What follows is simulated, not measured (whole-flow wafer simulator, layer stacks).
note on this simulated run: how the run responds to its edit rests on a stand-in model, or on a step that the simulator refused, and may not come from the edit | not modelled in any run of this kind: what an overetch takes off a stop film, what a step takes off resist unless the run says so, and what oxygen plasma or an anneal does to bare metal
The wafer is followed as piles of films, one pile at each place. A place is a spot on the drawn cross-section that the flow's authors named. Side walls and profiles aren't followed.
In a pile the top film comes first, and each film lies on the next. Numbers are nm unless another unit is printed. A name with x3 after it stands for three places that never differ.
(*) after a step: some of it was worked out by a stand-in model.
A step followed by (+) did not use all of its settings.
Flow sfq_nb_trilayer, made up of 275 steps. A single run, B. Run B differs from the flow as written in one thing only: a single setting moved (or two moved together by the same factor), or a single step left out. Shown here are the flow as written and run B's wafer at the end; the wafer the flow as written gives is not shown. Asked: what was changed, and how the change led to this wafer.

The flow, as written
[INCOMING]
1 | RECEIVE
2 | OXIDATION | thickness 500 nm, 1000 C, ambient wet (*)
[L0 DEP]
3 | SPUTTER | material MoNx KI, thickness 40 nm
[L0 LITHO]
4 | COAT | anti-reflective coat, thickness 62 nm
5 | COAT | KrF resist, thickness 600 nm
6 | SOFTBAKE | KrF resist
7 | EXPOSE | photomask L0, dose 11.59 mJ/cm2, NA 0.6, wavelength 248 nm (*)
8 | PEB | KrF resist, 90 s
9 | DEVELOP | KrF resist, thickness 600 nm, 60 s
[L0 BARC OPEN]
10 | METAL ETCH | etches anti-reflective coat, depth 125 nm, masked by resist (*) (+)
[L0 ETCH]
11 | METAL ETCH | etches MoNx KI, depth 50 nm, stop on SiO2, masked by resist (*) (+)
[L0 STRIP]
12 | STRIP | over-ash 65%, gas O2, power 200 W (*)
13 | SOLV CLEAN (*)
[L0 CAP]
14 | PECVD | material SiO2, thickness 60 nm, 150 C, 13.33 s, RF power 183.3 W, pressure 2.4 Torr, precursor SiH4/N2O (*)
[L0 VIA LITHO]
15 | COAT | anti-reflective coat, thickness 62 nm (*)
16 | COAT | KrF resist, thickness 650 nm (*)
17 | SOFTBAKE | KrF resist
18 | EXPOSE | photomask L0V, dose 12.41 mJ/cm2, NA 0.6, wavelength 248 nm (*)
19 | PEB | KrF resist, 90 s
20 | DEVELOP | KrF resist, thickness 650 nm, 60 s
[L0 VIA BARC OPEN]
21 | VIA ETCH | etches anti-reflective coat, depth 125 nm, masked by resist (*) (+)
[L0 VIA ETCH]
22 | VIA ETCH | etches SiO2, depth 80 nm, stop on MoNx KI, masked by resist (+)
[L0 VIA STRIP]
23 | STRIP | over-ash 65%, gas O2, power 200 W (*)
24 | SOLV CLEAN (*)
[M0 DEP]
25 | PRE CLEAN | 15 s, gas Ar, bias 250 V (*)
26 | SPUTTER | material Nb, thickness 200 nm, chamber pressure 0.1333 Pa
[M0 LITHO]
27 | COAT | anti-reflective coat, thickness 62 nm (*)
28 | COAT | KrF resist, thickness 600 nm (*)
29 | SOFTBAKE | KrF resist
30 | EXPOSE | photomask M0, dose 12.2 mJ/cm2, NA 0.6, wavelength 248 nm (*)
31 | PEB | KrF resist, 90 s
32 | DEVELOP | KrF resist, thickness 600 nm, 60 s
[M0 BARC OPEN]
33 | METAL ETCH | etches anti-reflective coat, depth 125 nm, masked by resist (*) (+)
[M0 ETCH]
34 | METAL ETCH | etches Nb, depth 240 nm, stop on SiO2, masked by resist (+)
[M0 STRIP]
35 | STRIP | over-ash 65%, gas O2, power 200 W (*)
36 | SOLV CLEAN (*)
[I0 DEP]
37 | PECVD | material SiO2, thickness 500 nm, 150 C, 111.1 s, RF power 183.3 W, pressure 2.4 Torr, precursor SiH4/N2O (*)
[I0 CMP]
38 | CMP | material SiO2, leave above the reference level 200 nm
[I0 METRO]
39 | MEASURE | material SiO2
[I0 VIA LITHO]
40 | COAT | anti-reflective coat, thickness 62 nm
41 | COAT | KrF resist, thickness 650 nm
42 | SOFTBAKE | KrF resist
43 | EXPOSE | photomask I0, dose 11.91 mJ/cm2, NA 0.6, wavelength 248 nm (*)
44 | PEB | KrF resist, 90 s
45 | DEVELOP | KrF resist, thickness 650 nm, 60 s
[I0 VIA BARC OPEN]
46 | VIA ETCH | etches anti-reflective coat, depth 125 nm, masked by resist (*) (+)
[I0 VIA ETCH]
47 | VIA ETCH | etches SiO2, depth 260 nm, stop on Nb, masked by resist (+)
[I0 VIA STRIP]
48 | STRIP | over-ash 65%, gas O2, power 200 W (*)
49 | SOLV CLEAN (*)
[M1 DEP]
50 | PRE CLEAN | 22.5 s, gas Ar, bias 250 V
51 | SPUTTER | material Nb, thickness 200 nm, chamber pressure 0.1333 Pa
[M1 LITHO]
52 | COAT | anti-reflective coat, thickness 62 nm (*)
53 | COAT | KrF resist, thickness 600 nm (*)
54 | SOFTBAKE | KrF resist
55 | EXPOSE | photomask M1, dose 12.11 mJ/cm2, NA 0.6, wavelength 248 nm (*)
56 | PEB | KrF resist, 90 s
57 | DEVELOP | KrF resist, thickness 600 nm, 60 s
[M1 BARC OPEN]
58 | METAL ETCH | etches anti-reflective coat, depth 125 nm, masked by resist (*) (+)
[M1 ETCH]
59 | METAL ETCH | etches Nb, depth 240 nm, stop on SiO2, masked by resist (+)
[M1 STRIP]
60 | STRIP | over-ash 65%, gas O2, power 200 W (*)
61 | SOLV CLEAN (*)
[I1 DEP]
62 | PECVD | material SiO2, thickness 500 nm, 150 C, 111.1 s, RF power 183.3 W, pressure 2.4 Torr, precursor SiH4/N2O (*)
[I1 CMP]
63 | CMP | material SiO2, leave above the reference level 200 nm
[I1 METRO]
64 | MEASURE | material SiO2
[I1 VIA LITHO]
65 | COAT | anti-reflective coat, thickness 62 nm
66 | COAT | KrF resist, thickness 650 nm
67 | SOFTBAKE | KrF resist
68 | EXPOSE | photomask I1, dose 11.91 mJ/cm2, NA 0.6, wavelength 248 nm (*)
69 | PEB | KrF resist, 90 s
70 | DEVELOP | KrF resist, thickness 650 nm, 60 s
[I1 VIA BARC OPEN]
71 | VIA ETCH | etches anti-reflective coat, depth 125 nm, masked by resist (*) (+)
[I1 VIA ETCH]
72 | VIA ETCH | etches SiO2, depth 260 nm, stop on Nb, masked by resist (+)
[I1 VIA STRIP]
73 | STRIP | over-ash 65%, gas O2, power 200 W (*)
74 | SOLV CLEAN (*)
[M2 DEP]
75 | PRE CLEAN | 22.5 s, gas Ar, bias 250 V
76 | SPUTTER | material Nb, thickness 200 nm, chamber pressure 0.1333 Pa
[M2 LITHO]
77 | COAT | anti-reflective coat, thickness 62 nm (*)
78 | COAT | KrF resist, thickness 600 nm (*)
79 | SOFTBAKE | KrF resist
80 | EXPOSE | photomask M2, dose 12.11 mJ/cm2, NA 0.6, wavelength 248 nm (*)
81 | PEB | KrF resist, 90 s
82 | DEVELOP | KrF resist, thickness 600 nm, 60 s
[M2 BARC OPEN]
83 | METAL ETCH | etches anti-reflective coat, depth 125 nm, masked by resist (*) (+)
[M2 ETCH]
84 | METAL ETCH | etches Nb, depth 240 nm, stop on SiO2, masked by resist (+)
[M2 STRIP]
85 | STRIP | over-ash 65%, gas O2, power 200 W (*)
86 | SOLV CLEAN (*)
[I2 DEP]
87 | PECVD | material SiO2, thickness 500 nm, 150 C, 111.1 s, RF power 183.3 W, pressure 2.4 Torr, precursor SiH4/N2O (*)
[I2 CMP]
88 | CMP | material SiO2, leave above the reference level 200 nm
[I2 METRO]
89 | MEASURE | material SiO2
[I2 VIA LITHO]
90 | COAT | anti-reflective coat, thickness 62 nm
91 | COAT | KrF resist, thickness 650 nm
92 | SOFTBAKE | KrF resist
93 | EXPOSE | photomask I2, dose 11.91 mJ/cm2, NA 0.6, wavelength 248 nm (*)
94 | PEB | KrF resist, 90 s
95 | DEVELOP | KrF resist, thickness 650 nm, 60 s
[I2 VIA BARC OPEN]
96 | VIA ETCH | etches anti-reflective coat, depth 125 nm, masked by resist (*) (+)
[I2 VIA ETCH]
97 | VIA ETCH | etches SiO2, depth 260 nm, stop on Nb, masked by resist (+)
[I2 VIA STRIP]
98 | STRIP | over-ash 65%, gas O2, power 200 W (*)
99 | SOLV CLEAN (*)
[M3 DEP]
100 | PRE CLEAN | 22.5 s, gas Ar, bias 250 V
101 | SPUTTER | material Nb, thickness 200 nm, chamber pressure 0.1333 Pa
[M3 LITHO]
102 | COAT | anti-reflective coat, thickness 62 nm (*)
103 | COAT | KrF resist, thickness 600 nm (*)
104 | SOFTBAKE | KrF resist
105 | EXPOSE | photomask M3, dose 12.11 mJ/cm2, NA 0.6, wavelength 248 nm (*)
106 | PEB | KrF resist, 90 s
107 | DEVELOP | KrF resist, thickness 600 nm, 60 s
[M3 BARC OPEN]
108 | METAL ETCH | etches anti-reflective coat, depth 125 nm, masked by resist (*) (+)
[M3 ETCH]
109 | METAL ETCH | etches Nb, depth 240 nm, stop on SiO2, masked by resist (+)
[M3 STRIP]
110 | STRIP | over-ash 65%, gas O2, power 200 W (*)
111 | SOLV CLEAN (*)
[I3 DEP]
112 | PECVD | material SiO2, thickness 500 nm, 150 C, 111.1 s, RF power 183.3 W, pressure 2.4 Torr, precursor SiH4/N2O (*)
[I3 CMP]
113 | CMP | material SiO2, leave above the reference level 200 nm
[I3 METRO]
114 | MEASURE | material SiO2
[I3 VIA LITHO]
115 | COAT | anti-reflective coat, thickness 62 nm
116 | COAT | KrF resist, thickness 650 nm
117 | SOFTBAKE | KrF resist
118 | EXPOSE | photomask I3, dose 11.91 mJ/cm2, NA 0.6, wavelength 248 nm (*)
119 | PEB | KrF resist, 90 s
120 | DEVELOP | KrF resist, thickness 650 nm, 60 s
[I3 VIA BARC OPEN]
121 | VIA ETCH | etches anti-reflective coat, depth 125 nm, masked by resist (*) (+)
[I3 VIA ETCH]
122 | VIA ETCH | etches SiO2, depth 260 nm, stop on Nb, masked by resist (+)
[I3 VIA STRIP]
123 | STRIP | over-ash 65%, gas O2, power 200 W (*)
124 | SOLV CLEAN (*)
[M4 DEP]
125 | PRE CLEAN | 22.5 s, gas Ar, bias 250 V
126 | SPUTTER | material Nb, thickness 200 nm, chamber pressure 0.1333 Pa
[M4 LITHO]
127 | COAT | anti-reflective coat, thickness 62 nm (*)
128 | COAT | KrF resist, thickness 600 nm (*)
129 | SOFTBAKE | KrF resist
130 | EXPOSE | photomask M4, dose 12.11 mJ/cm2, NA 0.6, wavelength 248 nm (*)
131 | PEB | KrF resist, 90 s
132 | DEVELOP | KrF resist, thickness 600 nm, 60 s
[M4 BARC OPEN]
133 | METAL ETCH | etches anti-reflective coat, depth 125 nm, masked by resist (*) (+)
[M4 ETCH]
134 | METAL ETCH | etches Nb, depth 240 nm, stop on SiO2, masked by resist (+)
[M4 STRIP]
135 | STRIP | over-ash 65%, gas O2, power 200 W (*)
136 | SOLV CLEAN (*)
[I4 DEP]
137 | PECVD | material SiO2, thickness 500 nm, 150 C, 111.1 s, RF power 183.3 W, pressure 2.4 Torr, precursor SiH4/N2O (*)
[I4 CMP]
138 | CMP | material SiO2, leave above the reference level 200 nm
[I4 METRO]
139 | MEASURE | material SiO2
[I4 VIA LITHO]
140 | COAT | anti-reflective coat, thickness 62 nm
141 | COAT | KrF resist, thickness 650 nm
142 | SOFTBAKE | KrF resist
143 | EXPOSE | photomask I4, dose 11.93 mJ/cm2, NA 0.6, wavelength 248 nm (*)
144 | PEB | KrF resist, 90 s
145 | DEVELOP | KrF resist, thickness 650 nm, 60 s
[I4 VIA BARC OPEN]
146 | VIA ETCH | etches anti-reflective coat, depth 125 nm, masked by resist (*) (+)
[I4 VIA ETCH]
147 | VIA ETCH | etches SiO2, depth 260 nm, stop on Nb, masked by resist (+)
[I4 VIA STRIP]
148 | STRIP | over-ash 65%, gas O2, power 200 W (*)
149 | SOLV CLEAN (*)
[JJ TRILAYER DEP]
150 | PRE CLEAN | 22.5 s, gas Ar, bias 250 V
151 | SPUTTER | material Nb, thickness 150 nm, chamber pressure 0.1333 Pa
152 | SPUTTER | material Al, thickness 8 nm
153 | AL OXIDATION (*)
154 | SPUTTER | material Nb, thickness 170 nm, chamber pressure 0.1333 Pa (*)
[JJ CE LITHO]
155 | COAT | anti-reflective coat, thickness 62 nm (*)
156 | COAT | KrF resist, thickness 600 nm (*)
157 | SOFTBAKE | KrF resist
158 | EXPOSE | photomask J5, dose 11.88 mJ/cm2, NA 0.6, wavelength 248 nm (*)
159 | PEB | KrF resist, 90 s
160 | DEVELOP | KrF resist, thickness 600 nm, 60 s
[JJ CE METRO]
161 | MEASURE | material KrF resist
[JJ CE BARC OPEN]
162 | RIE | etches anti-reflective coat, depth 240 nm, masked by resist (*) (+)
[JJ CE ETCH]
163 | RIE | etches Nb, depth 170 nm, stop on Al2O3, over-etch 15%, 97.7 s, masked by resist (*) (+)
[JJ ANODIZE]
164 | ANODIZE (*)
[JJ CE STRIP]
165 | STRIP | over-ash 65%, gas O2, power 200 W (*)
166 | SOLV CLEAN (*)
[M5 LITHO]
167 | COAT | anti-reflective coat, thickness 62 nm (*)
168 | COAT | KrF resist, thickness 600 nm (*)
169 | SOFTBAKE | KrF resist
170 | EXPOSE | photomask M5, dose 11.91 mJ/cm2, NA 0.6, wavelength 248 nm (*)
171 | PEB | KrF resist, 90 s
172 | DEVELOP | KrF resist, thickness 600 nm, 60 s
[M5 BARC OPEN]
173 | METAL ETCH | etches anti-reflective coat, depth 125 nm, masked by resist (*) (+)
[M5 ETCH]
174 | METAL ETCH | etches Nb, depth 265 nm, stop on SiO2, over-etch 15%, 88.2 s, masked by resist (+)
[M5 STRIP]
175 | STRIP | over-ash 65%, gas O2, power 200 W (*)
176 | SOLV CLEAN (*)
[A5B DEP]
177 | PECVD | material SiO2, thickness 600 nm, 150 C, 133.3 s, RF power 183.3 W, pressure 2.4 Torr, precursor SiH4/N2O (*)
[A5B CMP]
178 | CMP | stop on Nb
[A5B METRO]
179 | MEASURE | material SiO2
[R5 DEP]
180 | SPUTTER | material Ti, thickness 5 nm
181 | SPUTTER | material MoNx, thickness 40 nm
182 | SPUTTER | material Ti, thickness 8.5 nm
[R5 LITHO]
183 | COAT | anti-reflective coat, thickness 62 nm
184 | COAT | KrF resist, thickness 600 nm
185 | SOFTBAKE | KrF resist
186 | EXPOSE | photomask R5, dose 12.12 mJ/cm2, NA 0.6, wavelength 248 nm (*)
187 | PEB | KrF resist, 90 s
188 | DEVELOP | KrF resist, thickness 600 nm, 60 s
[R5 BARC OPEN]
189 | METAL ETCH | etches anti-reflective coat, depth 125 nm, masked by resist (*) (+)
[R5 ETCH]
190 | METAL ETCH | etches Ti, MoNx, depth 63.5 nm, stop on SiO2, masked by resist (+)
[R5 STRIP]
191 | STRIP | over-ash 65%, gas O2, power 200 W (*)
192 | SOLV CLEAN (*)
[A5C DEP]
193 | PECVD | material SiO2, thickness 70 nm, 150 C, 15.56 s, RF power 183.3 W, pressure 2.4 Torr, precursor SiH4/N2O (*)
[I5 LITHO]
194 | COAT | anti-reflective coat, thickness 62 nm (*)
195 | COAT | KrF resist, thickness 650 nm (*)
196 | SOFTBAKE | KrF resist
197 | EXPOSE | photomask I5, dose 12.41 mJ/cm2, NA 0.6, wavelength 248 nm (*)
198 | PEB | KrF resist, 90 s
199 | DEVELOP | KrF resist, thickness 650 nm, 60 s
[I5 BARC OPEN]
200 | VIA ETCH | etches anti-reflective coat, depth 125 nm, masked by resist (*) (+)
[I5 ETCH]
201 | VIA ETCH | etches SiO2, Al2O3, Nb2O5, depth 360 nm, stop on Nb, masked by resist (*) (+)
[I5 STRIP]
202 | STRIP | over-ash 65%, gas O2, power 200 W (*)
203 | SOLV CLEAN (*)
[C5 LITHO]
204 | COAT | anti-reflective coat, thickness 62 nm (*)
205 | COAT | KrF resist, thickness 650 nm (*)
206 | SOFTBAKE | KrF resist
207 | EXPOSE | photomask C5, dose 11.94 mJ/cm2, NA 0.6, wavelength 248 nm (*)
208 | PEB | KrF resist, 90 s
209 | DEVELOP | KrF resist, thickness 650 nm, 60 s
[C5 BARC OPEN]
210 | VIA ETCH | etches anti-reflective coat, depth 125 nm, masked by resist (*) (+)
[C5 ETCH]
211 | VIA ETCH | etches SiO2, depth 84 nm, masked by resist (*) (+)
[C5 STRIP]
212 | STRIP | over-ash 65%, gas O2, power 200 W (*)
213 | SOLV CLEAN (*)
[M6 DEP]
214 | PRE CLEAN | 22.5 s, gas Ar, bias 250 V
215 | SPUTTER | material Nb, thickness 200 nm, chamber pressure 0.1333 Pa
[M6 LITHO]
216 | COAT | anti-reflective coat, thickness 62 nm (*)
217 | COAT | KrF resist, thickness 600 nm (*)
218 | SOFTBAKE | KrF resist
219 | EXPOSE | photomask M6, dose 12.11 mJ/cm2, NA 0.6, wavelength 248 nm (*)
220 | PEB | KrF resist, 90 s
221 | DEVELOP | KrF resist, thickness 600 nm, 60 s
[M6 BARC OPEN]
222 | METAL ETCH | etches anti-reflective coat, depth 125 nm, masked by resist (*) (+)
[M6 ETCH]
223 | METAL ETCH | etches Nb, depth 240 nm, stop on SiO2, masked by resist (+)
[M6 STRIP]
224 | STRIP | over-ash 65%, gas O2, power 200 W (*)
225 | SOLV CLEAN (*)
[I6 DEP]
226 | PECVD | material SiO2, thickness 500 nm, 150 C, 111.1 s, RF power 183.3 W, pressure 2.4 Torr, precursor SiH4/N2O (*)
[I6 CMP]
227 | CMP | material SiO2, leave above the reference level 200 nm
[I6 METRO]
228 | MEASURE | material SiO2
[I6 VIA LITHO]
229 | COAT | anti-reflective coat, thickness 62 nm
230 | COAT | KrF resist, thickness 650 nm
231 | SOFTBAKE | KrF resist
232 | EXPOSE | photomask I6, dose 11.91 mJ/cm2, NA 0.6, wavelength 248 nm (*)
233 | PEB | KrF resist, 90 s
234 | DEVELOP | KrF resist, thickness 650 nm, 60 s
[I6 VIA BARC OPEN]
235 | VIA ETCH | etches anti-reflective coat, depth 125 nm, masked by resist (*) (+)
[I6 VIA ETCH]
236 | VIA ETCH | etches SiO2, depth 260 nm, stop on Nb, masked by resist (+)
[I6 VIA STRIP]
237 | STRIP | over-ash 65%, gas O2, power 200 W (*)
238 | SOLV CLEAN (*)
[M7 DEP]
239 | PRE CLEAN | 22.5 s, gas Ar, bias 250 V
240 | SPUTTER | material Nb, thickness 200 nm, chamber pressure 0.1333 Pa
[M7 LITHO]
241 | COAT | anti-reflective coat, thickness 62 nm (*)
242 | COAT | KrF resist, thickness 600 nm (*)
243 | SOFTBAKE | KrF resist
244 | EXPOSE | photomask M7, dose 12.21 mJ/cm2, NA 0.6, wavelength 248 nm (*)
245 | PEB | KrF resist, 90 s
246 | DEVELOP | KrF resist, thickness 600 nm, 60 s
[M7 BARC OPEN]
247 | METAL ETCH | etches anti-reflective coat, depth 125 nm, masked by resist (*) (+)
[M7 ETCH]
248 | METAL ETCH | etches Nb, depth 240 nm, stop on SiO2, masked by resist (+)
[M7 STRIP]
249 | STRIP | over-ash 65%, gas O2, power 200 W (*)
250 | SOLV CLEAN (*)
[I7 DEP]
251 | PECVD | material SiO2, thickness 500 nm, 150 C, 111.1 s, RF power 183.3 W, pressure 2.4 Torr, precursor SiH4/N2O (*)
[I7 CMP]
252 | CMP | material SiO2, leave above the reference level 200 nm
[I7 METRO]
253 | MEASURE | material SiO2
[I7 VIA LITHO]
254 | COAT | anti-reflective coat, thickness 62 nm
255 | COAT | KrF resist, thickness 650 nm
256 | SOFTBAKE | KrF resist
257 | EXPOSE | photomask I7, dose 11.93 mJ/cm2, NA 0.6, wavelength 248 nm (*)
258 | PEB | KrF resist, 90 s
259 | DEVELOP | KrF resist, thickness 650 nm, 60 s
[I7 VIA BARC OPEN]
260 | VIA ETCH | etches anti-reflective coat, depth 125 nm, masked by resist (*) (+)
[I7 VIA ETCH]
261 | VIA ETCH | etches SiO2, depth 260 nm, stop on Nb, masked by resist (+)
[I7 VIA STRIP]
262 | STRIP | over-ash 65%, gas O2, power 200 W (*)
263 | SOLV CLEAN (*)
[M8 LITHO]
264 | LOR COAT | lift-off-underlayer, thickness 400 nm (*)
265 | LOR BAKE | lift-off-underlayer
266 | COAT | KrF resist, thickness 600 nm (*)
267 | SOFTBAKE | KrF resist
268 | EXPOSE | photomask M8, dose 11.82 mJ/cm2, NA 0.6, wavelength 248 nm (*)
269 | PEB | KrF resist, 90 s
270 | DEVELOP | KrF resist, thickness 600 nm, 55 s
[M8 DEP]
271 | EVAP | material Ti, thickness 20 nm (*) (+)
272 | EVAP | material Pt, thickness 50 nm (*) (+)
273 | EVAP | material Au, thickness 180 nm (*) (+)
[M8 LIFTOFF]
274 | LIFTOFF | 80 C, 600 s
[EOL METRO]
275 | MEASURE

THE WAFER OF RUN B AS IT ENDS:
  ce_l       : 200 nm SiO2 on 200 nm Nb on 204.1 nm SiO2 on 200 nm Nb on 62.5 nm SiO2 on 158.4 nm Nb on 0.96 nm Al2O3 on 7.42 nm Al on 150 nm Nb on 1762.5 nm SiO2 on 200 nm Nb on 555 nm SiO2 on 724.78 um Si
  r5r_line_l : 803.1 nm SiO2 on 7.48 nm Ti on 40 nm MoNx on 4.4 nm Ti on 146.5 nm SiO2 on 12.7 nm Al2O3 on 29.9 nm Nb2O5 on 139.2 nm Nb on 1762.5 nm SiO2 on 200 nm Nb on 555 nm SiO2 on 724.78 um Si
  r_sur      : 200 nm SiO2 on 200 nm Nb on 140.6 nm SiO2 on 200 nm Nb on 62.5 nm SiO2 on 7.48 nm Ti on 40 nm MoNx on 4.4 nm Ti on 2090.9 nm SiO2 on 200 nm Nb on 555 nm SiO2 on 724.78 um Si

What caused this: step 180, SPUTTER: thickness 4.4 nm was run, while the flow as written has thickness 5 nm; step 182, SPUTTER: thickness 7.48 nm was run, where the flow has thickness 8.5 nm.
The wafer itself shows it: r5r_line_l has Ti 4.4, and step 180 as written asks for 5 nm.

The path from the change to this, step by step:
  180 | SPUTTER | material Ti, thickness 5 nm
      field_l, v_sur, via_wl and 103 more: Ti gains 4.4 (new film) (as written it would have been: Ti gains 5 (new film))
  182 | SPUTTER | material Ti, thickness 8.5 nm
      field_l, v_sur, via_wl and 103 more: Ti gains 7.48 (new film) (as written it would have been: Ti gains 8.5 (new film))
  190 | METAL ETCH | etches Ti, MoNx, depth 63.5 nm, stop on SiO2, masked by resist (+)
      field_l, v_sur, via_wl and 92 more: Ti loses 7.48 (all of it), MoNx loses 40 (all of it), Ti loses 4.4 (all of it) (as written it would have been: Ti loses 8.5 (all of it), MoNx loses 40 (all of it), Ti loses 5 (all of it))
      ce_l, c5j, ce_r, wl_jj: Ti loses 7.48 (all of it), MoNx loses 40 (all of it), Ti loses 4.4 (all of it), Nb loses 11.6 (as written it would have been: Ti loses 8.5 (all of it), MoNx loses 40 (all of it), Ti loses 5 (all of it), Nb loses 10)
